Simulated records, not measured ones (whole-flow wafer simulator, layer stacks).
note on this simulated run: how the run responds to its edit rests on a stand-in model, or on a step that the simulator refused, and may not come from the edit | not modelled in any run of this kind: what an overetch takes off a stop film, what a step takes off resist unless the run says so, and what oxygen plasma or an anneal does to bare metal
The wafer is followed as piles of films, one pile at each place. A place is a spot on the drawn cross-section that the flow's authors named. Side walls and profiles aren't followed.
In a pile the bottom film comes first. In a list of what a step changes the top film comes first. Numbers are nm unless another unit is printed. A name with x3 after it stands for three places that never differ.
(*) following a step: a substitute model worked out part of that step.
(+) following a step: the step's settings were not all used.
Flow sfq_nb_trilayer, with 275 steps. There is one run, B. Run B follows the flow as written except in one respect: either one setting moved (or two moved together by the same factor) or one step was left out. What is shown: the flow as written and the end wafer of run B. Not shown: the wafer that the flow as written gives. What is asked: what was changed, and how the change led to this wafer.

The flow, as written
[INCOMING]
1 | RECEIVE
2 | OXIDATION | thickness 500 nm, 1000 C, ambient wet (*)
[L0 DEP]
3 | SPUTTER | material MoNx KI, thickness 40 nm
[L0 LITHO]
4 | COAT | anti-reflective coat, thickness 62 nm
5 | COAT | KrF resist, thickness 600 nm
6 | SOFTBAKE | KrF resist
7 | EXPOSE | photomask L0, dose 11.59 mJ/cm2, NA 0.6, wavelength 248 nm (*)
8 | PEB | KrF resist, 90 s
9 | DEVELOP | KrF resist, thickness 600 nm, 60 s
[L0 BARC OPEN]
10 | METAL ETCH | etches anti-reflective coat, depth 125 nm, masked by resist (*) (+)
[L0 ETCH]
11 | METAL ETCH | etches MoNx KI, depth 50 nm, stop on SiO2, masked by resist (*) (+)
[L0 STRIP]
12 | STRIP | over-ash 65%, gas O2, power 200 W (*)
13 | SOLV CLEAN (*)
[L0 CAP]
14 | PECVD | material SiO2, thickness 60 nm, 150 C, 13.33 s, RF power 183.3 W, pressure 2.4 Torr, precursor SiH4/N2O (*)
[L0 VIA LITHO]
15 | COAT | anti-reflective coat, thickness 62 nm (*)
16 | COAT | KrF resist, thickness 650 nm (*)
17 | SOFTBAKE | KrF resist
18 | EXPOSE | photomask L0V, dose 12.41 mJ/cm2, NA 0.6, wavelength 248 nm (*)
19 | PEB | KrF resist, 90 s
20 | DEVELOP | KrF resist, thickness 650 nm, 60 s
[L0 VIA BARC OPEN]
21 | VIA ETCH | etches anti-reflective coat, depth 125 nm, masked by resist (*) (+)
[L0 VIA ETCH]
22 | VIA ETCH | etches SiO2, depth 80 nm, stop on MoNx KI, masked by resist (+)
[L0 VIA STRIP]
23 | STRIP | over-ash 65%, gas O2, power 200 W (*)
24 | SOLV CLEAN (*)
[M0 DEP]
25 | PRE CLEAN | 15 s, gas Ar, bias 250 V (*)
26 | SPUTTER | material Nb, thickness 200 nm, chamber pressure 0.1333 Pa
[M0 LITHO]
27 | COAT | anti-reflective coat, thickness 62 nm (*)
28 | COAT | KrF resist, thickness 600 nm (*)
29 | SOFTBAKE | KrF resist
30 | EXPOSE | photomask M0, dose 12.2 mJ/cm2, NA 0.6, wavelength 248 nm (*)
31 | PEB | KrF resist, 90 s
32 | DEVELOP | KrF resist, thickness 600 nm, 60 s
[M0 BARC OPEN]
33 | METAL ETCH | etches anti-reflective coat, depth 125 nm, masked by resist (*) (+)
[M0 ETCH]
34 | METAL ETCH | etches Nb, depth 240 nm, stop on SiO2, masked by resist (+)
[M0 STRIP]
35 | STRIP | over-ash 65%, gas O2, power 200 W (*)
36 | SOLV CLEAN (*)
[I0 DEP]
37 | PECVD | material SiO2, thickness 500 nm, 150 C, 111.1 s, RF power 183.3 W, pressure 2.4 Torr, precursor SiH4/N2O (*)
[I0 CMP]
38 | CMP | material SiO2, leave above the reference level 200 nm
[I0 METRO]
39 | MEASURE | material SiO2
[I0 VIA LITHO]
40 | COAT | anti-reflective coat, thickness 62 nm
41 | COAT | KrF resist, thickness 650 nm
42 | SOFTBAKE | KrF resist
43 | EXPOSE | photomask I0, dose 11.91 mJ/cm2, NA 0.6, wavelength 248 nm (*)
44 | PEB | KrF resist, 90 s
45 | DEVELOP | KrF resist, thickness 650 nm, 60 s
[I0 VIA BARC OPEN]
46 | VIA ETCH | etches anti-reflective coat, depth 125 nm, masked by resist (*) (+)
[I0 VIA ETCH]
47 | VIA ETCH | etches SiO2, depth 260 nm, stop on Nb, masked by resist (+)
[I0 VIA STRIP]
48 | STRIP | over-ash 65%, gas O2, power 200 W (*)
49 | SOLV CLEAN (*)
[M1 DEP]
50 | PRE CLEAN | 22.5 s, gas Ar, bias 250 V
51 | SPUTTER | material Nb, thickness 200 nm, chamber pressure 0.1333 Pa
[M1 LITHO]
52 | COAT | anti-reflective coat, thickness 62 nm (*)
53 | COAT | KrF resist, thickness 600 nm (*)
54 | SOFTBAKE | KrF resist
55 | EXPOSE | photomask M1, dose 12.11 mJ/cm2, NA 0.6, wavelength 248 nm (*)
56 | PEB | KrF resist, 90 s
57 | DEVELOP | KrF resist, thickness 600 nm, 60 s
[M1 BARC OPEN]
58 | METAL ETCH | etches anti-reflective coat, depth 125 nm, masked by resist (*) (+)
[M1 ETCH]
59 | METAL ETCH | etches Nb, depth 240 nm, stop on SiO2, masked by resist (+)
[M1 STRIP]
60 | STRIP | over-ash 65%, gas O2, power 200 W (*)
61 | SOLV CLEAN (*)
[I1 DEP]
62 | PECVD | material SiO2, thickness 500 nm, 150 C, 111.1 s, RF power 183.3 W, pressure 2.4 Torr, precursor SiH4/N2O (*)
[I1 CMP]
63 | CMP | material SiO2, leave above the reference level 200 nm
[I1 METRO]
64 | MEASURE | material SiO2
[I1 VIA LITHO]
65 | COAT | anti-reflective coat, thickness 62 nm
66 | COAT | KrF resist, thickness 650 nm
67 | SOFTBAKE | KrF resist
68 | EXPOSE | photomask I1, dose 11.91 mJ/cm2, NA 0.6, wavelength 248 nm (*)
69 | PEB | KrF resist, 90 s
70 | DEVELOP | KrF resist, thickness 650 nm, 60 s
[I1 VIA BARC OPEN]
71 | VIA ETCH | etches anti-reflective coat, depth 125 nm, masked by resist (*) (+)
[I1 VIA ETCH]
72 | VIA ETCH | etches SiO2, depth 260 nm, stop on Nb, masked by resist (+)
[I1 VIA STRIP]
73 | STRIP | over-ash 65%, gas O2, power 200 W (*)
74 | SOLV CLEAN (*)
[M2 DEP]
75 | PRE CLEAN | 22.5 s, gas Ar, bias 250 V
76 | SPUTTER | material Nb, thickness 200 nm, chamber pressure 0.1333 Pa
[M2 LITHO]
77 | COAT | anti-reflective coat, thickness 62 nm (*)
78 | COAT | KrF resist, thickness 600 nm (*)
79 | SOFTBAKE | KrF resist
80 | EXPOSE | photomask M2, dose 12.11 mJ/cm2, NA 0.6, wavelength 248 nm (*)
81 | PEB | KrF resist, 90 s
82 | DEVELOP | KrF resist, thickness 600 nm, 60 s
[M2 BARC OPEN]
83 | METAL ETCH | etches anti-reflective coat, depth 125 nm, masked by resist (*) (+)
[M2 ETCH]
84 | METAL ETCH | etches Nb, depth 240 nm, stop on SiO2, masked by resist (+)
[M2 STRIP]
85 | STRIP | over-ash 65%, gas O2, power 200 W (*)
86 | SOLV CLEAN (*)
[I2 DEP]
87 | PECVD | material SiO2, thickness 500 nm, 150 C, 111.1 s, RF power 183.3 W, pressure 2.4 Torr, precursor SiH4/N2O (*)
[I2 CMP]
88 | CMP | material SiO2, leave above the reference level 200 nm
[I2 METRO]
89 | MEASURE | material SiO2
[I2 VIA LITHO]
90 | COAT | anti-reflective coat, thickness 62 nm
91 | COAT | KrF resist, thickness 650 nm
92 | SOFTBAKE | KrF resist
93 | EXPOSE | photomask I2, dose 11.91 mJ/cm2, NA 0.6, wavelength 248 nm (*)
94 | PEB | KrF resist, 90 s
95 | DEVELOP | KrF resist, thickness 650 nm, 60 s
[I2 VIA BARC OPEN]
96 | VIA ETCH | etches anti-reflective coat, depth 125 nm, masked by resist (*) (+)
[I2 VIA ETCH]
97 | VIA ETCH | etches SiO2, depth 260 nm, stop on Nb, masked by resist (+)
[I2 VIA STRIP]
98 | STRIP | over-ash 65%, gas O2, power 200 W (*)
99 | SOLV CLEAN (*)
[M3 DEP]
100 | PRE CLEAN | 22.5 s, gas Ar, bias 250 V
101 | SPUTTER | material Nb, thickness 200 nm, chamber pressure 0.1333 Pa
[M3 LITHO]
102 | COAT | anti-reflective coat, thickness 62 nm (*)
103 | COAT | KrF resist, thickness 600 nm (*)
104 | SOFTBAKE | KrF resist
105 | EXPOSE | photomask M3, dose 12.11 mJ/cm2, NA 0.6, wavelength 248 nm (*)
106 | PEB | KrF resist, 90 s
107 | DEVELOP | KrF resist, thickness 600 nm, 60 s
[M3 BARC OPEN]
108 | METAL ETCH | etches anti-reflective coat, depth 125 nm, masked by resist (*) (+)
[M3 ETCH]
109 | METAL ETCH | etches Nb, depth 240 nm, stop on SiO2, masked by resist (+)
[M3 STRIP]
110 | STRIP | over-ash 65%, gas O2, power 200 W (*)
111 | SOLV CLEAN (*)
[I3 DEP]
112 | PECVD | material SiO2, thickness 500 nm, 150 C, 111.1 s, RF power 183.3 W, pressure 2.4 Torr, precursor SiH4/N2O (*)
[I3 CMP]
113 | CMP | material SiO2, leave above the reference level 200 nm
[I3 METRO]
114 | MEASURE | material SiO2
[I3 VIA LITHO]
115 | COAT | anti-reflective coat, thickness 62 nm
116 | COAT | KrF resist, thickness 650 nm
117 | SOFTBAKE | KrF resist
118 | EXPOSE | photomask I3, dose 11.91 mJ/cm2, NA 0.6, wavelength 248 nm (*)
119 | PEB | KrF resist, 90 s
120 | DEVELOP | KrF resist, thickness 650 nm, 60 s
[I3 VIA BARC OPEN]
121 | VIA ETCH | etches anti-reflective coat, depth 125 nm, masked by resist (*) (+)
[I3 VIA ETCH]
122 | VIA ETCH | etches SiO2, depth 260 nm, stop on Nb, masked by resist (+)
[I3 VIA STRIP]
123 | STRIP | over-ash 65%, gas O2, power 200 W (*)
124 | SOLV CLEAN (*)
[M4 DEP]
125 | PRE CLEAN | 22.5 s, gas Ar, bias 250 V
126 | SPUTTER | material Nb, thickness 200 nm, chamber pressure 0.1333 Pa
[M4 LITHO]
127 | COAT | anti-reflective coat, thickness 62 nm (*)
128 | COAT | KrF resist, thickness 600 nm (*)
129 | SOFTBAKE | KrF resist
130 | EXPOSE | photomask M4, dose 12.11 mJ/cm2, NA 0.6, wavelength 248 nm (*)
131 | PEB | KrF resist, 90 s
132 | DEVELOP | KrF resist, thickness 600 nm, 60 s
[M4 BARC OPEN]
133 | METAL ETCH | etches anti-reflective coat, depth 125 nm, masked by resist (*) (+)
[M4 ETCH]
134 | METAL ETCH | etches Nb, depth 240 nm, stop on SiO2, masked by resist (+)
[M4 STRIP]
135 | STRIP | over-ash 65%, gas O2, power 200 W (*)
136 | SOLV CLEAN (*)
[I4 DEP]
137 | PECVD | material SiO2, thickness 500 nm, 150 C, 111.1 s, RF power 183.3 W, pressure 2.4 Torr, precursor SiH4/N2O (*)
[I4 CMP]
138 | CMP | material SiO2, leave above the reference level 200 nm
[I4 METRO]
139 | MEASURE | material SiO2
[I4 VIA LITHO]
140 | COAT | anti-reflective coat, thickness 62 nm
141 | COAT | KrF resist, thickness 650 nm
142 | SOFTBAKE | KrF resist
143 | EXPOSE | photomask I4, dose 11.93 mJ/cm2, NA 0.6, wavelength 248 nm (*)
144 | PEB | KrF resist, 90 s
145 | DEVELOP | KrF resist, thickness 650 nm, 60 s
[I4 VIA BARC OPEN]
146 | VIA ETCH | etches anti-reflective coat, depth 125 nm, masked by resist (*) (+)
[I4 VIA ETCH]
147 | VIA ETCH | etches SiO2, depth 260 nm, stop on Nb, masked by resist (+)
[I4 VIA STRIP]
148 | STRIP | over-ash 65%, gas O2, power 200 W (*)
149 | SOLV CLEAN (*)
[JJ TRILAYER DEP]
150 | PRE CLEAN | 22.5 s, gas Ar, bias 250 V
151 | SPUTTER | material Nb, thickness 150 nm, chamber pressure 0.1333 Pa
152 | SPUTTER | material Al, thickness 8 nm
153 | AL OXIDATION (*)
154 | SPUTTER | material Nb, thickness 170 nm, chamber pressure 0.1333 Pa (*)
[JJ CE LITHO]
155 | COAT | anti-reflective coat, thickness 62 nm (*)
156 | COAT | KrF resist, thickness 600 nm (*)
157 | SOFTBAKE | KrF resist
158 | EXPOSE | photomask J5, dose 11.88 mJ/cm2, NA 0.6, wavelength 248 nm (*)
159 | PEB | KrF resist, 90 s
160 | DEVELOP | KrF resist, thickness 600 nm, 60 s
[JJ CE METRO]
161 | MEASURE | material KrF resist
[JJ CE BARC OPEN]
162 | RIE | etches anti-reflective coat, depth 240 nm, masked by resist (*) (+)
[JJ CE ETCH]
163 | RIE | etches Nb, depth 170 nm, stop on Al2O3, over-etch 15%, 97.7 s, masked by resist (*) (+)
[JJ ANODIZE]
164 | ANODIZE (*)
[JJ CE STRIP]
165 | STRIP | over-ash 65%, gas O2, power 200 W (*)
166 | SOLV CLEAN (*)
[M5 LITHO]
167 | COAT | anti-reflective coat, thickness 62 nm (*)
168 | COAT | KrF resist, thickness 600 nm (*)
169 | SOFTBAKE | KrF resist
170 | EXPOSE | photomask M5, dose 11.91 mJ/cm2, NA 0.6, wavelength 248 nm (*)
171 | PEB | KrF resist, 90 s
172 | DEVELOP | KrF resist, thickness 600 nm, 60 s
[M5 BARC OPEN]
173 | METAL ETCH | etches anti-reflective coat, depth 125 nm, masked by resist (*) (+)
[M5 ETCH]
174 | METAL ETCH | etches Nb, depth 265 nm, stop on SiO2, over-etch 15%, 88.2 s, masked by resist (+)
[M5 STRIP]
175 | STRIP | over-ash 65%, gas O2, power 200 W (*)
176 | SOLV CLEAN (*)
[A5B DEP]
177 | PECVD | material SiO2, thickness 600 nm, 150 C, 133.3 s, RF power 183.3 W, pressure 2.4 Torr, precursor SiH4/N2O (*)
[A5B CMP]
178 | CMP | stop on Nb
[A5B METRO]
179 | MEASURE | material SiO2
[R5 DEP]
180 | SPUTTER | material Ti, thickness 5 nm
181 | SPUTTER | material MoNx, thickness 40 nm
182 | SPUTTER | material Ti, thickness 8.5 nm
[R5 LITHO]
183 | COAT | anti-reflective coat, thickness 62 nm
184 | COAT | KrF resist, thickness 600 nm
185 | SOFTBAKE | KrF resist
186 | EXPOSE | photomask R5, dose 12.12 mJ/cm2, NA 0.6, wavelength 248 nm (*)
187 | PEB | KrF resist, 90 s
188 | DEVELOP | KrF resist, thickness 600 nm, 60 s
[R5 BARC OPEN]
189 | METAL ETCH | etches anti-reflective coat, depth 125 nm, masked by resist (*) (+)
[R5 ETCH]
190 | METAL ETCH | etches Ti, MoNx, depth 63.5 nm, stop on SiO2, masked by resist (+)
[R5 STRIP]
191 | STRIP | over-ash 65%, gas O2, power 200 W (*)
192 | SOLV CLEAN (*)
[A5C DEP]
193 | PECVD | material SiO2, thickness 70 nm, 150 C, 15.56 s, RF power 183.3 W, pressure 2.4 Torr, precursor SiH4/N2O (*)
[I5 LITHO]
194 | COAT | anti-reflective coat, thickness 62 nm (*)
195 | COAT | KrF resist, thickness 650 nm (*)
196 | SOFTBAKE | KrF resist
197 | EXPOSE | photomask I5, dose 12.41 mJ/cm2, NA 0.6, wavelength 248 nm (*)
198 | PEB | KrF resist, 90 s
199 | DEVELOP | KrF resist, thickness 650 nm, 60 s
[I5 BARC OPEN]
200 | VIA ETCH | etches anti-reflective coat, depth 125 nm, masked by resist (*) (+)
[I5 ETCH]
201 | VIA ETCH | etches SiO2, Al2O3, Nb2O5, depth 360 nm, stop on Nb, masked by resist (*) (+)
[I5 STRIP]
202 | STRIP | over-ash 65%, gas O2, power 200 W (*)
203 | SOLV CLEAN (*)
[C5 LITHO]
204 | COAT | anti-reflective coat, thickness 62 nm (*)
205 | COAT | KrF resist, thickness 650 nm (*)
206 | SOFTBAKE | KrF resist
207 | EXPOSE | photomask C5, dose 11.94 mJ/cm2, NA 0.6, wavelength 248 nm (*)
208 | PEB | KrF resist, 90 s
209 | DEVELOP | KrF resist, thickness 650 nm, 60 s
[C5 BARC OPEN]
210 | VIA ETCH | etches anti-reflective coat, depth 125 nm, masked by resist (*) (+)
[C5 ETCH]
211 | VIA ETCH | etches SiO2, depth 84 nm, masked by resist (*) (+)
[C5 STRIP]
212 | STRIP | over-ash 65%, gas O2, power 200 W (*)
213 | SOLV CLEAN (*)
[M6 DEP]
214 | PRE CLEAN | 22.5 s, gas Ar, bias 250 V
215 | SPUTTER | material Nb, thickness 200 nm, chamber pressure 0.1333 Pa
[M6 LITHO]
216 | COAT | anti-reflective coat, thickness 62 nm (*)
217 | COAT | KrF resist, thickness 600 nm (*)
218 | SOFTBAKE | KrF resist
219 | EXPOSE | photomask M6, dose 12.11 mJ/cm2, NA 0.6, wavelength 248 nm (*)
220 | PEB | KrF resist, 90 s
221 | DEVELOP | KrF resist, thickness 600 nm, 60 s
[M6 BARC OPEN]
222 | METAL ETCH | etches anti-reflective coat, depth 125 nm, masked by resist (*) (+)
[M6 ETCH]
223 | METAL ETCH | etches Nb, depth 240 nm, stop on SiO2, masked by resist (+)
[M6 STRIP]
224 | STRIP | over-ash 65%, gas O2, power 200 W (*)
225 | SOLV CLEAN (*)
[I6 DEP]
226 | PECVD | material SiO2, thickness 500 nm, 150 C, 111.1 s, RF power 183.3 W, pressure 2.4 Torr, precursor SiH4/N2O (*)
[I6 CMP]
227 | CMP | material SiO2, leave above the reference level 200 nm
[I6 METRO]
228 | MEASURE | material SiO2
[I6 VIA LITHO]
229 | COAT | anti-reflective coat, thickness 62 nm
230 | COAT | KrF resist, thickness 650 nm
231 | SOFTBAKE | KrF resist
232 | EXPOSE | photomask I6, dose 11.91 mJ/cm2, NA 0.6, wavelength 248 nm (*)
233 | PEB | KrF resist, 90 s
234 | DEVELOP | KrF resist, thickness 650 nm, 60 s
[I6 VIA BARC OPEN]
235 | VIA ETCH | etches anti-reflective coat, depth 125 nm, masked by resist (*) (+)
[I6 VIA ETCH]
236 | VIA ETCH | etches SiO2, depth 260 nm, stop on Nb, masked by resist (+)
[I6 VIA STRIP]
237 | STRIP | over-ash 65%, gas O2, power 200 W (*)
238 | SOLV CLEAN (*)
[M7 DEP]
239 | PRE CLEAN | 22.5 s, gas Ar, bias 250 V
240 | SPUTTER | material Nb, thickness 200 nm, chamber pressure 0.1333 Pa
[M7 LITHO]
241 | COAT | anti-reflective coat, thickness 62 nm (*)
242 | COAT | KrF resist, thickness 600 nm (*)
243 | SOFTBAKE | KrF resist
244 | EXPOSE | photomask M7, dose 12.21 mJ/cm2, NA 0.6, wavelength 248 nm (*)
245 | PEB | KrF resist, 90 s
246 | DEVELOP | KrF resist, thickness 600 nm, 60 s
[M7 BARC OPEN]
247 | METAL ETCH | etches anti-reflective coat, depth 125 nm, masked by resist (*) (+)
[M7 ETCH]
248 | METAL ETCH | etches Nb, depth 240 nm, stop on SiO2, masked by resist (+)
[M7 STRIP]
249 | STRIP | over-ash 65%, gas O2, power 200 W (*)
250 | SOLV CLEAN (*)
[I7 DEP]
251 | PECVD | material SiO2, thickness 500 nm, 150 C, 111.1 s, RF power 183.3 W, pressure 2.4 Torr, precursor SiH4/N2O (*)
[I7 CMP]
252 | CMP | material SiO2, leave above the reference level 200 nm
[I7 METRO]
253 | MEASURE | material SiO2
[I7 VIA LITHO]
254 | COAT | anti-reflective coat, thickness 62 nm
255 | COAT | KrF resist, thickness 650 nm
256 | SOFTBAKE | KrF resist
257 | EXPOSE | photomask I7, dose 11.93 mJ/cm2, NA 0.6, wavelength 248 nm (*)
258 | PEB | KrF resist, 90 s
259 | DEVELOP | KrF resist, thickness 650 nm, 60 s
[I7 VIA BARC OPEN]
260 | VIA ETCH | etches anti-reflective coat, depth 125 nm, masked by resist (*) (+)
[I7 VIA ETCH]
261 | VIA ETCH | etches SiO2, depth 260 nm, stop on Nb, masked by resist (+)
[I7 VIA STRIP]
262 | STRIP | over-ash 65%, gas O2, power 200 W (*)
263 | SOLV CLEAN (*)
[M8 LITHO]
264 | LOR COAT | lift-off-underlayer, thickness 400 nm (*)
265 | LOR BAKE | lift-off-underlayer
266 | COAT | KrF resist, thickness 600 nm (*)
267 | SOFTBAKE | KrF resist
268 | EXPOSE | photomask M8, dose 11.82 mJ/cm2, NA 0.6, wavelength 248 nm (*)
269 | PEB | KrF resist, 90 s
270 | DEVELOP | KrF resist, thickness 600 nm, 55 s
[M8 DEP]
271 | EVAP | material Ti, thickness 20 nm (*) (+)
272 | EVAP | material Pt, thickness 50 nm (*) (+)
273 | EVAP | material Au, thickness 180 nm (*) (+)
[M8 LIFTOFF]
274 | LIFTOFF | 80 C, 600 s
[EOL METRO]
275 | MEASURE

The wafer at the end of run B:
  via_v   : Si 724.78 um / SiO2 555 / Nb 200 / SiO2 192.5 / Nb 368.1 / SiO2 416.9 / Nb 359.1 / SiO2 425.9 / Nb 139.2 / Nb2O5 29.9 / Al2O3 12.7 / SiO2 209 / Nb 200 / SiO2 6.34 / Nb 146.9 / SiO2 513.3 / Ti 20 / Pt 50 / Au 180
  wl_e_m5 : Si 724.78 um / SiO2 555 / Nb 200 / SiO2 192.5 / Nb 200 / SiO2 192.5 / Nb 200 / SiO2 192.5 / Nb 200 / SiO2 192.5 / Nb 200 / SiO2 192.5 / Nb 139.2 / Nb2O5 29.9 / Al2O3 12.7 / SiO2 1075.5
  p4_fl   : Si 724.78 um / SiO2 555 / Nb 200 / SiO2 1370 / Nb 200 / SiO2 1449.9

Cause: step 227, CMP: leave above the reference level 274 nm was run, while the flow as written has leave above the reference level 200 nm.

How this came from the change, step by step:
  227 | CMP | material SiO2, leave above the reference level 200 nm
      field_l, p4_fl, p4_fm and 59 more: SiO2 loses 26 (in the flow as written it would be: SiO2 loses 100)
      v_sur, via_wl, via_w and 15 more: SiO2 loses 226 (in the flow as written it would be: SiO2 loses 300)
      (and at 26 other places as well)
  236 | VIA ETCH | etches SiO2, depth 260 nm, stop on Nb, masked by resist (+)
      via_v: SiO2 loses 260 (in the flow as written it would be: SiO2 loses 199.8 (all of it))
  239 | PRE CLEAN | 22.5 s, gas Ar, bias 250 V
      via_v: SiO2 loses 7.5 (in the flow as written it would be: Nb loses 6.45)
  240 | SPUTTER | material Nb, thickness 200 nm, chamber pressure 0.1333 Pa
      via_v: Nb gains 146.9 (new film) (in the flow as written it would be: Nb gains 161.1)
  241 | COAT | anti-reflective coat, thickness 62 nm (*)
      via_sp: anti-reflective coat gains 50 (new film) (in the flow as written it would be: anti-reflective coat gains 53.1 (new film))
      via_v: anti-reflective coat gains 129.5 (new film) (in the flow as written it would be: anti-reflective coat gains 126 (new film))
      (and at 1 other place as well)
  242 | COAT | KrF resist, thickness 600 nm (*)
      via_v: KrF resist gains 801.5 (new film) (in the flow as written it would be: KrF resist gains 742.5 (new film))
  249 | STRIP | over-ash 65%, gas O2, power 200 W (*)
      via_sp: KrF resist loses 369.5 (all of it), anti-reflective coat loses 50 (all of it) (in the flow as written it would be: KrF resist loses 373.6 (all of it), anti-reflective coat loses 53.1 (all of it))
      via_v: KrF resist loses 583.4 (all of it), anti-reflective coat loses 129.5 (all of it) (in the flow as written it would be: KrF resist loses 524.5 (all of it), anti-reflective coat loses 126 (all of it))
      (and at 1 other place as well)
  251 | PECVD | material SiO2, thickness 500 nm, 150 C, 111.1 s, RF power 183.3 W, pressure 2.4 Torr, precursor SiH4/N2O (*)
      via_v: SiO2 gains 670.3 (new film) (in the flow as written it would be: SiO2 gains 621 (new film))
  252 | CMP | material SiO2, leave above the reference level 200 nm
      via_v: SiO2 loses 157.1 (in the flow as written it would be: SiO2 loses 183.1)
With metal films that touch counted as one body, via_v has 7 bodies (between them, from the top down: SiO2 513.3; SiO2 6.34; SiO2 209 / Al2O3 12.7 / Nb2O5 29.9; SiO2 425.9; SiO2 416.9; SiO2 192.5); the flow as written gives 6 bodies (between them, from the top down: SiO2 437.8; SiO2 209 / Al2O3 12.7 / Nb2O5 29.9; SiO2 425.9; SiO2 416.9; SiO2 192.5).
